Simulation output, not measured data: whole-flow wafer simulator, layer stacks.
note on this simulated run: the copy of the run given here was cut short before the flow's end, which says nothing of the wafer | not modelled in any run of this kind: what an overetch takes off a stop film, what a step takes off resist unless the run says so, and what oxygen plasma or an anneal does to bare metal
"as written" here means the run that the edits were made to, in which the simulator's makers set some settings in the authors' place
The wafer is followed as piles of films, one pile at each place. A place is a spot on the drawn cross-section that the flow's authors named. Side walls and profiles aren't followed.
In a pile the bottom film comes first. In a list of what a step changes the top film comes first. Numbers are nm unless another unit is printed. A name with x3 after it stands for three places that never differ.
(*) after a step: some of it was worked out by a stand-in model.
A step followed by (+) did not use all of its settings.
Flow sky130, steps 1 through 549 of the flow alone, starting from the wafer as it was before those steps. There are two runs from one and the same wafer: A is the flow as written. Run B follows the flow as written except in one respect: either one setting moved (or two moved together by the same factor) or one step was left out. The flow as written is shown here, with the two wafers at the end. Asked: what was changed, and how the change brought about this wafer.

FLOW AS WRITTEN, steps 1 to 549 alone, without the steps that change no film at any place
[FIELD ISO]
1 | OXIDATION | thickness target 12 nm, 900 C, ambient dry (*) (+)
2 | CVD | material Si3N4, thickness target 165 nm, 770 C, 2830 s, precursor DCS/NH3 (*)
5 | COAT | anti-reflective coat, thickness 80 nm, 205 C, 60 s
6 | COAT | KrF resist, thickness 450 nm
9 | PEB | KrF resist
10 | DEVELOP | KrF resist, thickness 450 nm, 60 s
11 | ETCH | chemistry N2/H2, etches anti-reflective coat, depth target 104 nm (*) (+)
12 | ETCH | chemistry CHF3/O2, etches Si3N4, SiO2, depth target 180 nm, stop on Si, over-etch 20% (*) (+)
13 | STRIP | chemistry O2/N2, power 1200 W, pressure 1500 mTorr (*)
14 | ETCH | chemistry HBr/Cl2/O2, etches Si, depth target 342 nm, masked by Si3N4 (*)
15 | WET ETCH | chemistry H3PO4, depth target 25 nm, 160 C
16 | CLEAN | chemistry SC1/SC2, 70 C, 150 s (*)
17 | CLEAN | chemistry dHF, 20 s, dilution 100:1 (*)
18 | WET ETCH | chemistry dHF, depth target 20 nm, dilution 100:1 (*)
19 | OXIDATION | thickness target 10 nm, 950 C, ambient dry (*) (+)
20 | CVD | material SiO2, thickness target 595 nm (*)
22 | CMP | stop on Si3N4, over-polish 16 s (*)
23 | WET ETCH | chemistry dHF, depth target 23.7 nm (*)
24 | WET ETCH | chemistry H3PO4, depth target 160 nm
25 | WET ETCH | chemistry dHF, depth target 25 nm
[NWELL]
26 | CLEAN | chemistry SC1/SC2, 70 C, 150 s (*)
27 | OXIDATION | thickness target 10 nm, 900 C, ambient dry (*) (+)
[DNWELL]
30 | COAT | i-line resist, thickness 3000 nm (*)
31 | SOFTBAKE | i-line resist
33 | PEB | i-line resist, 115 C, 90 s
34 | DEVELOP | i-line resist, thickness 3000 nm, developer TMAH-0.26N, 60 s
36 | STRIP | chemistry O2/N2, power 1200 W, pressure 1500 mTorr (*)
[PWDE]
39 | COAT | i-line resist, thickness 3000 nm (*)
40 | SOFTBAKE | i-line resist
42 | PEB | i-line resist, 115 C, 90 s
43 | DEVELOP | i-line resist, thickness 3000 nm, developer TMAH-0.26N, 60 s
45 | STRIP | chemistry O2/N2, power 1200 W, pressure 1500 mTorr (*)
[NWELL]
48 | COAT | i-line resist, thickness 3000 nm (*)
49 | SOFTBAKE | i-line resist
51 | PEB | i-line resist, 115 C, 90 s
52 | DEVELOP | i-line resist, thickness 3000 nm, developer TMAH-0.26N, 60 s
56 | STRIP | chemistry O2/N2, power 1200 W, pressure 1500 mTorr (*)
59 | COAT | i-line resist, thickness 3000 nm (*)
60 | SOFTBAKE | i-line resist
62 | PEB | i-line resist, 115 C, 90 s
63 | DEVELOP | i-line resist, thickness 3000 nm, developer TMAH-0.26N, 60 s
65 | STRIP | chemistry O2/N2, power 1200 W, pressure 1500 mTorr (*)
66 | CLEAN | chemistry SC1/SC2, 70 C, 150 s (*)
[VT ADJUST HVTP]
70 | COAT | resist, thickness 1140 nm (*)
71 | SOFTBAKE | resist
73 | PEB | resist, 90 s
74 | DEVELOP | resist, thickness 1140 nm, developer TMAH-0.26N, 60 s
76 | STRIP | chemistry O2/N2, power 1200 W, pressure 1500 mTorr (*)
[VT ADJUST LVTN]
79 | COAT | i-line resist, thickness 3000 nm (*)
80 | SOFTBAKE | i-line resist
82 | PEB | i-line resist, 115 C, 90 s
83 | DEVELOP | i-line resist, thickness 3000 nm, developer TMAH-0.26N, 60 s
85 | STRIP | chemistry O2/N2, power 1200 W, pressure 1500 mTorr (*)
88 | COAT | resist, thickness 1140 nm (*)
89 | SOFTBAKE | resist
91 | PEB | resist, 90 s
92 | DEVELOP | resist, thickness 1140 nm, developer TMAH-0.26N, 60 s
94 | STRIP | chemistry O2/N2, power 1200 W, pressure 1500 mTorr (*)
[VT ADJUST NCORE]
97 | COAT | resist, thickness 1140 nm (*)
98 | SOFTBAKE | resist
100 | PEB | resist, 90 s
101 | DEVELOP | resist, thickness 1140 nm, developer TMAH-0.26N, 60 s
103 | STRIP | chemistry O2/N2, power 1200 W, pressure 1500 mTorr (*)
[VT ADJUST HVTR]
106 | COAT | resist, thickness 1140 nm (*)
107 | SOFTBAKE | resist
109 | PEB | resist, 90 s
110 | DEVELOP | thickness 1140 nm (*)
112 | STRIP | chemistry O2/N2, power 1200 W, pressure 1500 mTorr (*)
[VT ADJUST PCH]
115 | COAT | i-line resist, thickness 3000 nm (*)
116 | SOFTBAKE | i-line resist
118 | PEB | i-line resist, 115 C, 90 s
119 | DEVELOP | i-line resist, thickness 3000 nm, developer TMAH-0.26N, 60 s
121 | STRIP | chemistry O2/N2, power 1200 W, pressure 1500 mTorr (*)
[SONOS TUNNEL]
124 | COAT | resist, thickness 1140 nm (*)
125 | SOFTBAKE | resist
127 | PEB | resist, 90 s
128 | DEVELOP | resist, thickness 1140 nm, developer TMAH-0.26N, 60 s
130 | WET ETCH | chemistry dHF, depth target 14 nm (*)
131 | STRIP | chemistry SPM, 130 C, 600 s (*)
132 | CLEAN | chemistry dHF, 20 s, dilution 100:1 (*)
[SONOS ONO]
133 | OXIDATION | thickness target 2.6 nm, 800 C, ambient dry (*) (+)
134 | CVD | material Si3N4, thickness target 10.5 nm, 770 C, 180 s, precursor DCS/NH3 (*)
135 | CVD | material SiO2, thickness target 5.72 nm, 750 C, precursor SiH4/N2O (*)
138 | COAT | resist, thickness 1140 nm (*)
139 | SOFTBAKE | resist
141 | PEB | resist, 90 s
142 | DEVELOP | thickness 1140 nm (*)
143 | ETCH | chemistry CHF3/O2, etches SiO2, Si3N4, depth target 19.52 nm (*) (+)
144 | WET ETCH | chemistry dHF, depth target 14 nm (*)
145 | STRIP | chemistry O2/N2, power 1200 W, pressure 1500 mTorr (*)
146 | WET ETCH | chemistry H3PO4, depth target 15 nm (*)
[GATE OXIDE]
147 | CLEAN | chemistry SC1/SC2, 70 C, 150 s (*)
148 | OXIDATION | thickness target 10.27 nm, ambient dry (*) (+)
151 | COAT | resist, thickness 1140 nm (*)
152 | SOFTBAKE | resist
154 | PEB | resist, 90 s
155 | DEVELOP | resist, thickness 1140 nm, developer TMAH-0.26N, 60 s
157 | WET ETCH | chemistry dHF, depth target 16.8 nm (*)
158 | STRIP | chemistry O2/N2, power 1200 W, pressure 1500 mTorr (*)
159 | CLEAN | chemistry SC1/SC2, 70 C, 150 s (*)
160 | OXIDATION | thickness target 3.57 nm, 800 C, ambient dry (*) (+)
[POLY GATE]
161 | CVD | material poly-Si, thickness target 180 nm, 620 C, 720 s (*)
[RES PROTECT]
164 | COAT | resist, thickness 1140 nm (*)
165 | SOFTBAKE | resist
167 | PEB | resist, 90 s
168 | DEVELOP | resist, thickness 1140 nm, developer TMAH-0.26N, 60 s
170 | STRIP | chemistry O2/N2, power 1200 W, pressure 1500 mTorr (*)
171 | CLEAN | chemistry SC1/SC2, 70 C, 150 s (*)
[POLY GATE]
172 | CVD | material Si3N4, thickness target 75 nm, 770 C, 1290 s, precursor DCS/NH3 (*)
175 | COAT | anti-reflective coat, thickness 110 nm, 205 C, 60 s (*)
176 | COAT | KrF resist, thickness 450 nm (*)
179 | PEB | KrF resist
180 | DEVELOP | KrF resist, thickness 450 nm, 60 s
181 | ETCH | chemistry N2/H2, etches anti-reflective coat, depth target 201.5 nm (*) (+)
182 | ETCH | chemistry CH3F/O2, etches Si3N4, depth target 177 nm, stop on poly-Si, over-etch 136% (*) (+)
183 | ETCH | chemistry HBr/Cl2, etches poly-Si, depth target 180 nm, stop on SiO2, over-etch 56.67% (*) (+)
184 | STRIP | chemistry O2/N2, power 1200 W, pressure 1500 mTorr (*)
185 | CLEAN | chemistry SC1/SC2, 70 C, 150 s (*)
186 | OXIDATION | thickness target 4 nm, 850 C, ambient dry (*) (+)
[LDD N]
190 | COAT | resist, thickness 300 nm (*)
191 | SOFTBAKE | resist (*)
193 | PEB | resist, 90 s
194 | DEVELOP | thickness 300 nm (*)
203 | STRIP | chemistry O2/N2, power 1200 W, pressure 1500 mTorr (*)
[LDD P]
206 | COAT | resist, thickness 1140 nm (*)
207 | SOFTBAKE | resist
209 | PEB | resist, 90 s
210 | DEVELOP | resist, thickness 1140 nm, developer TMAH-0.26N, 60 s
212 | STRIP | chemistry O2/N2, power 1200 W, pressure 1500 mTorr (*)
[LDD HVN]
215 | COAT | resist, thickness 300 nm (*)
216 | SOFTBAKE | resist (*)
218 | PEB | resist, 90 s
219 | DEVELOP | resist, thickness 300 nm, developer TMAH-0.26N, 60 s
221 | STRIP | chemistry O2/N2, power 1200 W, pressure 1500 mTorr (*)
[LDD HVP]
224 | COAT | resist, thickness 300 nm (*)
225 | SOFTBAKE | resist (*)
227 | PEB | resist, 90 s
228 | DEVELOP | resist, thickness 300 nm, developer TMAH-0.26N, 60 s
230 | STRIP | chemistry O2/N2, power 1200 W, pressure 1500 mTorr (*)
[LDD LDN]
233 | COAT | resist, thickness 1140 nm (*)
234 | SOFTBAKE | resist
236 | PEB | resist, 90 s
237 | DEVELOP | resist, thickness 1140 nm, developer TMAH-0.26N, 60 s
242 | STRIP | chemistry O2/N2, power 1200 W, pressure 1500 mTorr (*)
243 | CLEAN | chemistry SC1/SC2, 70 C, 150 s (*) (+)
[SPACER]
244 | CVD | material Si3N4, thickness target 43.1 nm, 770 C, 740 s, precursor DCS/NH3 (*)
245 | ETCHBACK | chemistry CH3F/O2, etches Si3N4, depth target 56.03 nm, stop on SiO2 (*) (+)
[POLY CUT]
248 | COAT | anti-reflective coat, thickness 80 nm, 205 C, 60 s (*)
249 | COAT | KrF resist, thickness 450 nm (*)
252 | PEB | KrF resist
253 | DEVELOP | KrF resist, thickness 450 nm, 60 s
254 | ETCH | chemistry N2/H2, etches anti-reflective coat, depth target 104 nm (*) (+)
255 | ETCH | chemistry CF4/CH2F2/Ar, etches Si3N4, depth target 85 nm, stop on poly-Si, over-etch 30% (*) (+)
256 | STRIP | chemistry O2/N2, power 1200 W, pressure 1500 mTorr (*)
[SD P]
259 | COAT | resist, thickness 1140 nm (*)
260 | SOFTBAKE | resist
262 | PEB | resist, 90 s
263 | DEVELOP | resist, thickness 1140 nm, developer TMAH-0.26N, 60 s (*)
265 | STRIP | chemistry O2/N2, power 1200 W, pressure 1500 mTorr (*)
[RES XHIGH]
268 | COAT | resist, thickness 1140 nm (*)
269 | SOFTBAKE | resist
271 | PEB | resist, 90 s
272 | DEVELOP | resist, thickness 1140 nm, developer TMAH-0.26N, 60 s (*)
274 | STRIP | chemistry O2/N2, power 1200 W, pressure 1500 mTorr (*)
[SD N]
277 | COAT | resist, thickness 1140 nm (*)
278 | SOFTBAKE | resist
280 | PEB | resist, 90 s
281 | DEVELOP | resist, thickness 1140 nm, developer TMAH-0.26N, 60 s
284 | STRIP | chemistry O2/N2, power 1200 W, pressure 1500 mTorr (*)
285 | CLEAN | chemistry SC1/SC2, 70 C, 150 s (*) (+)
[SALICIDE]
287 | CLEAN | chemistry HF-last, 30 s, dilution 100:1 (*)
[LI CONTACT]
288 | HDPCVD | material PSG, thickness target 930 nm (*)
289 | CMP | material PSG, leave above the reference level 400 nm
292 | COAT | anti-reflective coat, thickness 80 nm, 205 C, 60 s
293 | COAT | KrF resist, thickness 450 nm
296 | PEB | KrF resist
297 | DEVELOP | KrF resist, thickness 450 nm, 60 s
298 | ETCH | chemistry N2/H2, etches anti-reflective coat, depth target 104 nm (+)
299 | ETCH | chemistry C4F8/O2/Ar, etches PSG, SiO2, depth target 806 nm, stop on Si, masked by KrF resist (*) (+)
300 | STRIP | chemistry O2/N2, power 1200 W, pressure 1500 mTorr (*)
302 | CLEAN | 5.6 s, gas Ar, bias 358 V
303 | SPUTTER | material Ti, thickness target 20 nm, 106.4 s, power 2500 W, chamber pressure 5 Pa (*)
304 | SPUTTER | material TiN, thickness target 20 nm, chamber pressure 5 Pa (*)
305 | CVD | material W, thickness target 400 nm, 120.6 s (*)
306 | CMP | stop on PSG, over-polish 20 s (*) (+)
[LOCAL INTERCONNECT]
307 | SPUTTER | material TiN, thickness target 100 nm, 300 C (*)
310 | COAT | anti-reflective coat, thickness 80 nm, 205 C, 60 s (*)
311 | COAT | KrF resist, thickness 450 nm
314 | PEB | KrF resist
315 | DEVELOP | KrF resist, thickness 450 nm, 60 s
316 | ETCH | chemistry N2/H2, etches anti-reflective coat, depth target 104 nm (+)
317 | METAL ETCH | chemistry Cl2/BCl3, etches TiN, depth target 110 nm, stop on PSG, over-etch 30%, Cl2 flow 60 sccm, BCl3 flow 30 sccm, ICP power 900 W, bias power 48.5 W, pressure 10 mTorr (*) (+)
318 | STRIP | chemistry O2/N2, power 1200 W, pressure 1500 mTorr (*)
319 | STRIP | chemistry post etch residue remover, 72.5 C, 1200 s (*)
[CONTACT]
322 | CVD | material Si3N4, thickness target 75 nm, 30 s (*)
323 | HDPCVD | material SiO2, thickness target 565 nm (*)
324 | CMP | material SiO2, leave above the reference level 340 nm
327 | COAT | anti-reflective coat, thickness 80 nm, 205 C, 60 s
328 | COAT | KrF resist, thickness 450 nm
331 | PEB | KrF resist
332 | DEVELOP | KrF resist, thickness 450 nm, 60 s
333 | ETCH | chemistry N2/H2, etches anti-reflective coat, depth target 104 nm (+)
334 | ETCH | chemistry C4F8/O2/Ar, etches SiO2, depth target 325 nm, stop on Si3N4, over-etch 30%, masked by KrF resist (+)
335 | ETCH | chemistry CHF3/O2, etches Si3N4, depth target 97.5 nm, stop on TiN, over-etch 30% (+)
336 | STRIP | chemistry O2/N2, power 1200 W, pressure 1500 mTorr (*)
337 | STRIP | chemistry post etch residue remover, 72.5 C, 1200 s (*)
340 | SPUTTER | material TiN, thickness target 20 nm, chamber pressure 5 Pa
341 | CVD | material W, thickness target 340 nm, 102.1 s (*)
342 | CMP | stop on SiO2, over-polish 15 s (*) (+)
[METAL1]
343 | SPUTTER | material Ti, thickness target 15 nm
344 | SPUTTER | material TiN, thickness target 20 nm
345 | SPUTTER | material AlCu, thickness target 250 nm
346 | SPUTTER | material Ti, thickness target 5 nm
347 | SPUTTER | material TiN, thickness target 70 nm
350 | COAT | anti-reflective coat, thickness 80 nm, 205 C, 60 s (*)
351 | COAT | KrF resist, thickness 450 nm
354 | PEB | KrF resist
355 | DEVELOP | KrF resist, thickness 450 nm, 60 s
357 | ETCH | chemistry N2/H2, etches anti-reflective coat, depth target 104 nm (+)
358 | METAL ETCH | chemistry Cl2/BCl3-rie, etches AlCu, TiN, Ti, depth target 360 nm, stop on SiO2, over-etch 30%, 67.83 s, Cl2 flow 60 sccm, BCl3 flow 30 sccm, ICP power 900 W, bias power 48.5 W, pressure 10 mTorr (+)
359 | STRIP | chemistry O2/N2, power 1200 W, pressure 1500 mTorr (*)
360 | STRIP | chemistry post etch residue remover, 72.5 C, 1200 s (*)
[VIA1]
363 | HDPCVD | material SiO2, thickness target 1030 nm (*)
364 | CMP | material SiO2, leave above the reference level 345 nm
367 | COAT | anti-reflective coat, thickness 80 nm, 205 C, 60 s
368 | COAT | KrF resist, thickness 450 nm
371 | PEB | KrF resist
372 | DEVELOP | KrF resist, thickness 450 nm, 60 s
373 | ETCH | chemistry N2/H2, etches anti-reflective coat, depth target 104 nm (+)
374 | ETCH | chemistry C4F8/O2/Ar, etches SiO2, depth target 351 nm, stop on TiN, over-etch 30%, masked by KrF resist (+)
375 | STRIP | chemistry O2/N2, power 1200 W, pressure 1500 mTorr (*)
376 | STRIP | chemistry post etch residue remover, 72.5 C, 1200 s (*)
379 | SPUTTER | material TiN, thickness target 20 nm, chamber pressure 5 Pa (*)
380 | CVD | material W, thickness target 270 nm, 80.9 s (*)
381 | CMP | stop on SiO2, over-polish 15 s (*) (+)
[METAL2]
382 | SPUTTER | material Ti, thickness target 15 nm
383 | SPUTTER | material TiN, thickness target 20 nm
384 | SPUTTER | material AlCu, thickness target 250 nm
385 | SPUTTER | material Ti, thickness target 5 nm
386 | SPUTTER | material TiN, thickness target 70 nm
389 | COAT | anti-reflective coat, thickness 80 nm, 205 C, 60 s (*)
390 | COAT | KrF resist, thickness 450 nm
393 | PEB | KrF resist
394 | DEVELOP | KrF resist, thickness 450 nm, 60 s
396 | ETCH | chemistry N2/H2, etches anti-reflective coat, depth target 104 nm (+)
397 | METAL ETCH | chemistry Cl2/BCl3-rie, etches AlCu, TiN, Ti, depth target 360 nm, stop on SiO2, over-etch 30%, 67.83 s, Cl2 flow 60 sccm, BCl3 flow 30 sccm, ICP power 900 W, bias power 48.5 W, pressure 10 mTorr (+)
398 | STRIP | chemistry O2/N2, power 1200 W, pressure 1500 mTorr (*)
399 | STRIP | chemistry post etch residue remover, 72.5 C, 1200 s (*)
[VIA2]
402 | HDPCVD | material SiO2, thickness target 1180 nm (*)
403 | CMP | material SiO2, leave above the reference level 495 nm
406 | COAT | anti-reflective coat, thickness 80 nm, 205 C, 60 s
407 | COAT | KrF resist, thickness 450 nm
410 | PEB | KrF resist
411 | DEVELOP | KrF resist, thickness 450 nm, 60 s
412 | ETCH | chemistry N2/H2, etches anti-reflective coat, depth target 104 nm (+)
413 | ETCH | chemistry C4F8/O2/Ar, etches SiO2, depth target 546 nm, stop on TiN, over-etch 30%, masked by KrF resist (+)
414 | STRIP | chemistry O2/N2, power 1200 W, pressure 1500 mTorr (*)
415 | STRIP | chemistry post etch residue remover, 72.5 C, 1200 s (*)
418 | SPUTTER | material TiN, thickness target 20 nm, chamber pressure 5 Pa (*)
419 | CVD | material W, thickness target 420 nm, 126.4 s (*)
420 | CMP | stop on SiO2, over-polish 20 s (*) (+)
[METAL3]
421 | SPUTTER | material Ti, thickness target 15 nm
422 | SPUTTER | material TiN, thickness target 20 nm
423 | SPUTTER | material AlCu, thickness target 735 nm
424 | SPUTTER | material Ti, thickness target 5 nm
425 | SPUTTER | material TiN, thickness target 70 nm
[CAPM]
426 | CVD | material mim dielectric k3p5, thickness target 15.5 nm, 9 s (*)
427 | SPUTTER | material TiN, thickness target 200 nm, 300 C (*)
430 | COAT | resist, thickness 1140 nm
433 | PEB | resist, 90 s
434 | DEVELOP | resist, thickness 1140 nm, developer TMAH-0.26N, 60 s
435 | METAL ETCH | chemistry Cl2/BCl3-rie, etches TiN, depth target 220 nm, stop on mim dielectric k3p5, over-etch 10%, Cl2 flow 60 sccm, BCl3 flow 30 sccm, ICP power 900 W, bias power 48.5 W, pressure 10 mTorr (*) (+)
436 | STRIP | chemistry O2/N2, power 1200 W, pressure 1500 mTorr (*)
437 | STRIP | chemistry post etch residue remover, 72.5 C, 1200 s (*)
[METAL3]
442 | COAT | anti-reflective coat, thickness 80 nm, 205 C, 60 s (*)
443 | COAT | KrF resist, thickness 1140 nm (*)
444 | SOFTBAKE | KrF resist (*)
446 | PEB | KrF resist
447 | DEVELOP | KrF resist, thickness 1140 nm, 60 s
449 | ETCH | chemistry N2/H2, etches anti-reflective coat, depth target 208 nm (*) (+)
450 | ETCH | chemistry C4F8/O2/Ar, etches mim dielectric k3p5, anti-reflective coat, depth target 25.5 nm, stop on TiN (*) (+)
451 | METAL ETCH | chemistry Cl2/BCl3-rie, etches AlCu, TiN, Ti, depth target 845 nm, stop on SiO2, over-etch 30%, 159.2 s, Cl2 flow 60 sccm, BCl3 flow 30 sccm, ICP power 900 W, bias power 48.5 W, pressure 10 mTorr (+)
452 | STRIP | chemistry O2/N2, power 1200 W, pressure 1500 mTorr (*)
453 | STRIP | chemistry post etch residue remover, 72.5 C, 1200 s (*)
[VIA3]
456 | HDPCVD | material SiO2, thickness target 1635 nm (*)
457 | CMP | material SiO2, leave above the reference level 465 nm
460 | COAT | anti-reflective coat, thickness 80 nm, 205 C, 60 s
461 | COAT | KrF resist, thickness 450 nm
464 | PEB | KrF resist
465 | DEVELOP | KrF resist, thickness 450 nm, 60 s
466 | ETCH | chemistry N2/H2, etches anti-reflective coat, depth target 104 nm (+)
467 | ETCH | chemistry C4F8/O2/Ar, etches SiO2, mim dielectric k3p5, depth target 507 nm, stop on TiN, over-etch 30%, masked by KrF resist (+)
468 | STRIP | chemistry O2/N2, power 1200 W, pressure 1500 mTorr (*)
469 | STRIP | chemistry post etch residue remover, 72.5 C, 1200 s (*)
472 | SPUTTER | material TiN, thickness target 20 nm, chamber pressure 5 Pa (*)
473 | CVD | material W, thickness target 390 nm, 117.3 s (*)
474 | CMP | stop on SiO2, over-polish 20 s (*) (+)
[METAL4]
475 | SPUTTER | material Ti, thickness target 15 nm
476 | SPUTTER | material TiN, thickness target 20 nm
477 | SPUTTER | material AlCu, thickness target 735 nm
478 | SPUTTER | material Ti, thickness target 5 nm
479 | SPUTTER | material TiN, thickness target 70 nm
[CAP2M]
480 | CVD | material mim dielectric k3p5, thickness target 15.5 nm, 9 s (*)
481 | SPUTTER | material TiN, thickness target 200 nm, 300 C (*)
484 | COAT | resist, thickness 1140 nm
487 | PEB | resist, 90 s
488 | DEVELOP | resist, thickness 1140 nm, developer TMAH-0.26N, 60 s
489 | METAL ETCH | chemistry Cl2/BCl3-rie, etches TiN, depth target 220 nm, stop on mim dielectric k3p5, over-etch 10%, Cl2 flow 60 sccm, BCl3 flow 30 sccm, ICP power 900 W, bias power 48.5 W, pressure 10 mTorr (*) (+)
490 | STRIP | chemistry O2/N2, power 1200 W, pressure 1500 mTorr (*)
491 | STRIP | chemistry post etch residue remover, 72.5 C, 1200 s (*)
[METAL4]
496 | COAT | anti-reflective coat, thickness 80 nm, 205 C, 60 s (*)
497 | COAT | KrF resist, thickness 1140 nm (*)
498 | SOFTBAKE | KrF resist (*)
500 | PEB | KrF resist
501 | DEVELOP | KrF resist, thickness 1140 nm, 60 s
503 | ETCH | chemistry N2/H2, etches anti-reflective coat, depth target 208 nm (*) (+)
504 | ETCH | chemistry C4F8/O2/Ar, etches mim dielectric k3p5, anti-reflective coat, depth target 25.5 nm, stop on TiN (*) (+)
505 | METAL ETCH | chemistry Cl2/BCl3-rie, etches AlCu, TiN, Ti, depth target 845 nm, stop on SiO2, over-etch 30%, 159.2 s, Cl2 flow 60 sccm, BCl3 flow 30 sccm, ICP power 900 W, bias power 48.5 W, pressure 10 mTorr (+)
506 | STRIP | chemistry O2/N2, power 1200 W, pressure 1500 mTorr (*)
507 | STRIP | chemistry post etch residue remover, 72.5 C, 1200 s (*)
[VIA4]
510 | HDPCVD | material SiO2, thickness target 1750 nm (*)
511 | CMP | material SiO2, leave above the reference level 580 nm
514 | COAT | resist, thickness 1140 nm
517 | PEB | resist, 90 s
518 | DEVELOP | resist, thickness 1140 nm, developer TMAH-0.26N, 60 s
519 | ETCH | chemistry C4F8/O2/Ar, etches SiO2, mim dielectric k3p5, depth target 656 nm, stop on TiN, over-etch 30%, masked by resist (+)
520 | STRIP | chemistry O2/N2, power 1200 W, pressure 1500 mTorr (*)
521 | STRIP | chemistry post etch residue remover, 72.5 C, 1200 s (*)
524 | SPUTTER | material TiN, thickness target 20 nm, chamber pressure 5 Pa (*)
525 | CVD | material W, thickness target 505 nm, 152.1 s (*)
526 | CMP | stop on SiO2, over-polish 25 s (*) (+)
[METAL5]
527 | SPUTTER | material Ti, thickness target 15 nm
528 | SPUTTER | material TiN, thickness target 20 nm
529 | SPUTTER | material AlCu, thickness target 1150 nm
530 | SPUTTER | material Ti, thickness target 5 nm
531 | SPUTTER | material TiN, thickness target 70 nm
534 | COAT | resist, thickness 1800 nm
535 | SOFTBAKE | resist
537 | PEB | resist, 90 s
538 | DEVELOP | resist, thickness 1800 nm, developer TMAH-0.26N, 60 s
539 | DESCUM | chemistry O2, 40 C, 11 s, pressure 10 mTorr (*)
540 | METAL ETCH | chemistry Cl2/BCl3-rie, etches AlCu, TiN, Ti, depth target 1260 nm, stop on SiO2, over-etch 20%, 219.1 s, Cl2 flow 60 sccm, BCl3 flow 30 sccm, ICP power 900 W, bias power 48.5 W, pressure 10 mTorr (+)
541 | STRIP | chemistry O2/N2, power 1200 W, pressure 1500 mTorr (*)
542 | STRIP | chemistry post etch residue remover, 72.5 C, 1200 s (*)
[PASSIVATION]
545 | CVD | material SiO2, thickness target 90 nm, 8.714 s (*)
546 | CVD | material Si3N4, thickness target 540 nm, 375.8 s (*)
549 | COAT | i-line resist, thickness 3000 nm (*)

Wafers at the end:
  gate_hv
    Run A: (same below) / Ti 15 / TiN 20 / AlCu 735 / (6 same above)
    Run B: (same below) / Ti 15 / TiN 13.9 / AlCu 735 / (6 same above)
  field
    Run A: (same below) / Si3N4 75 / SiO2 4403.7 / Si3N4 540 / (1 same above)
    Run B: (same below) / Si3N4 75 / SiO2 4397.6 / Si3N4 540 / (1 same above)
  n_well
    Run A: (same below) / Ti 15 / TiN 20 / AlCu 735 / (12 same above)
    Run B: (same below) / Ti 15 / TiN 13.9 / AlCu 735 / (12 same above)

Cause: step 476, SPUTTER: thickness target 13.9 nm was run, whereas the flow has thickness target 20 nm.
The wafer itself shows it: gate_hv has TiN 13.9, and step 476 as written asks for 20 nm.

The path from the change to this, step by step:
  476 | SPUTTER | material TiN, thickness target 20 nm
      field, active, n_well and 189 more: A +20 TiN (new film) | B +13.9 TiN (new film)
  505 | METAL ETCH | chemistry Cl2/BCl3-rie, etches AlCu, TiN, Ti, depth target 845 nm, stop on SiO2, over-etch 30%, 159.2 s, Cl2 flow 60 sccm, BCl3 flow 30 sccm, ICP power 900 W, bias power 48.5 W, pressure 10 mTorr (+)
      field, active, gate and 70 more: A -70 TiN (all of it), -5 Ti (all of it), -735 AlCu (all of it), -20 TiN (all of it), -15 Ti (all of it), -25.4 SiO2 | B -70 TiN (all of it), -5 Ti (all of it), -735 AlCu (all of it), -13.9 TiN (all of it), -15 Ti (all of it), -26 SiO2
      vpp_iso1, mim_edge_plate, m1_ln and 12 more: A -70 TiN (all of it), -5 Ti (all of it), -735 AlCu (all of it), -20 TiN (all of it), -15 Ti (all of it), -25.3 SiO2 | B -70 TiN (all of it), -5 Ti (all of it), -735 AlCu (all of it), -13.9 TiN (all of it), -15 Ti (all of it), -26 SiO2
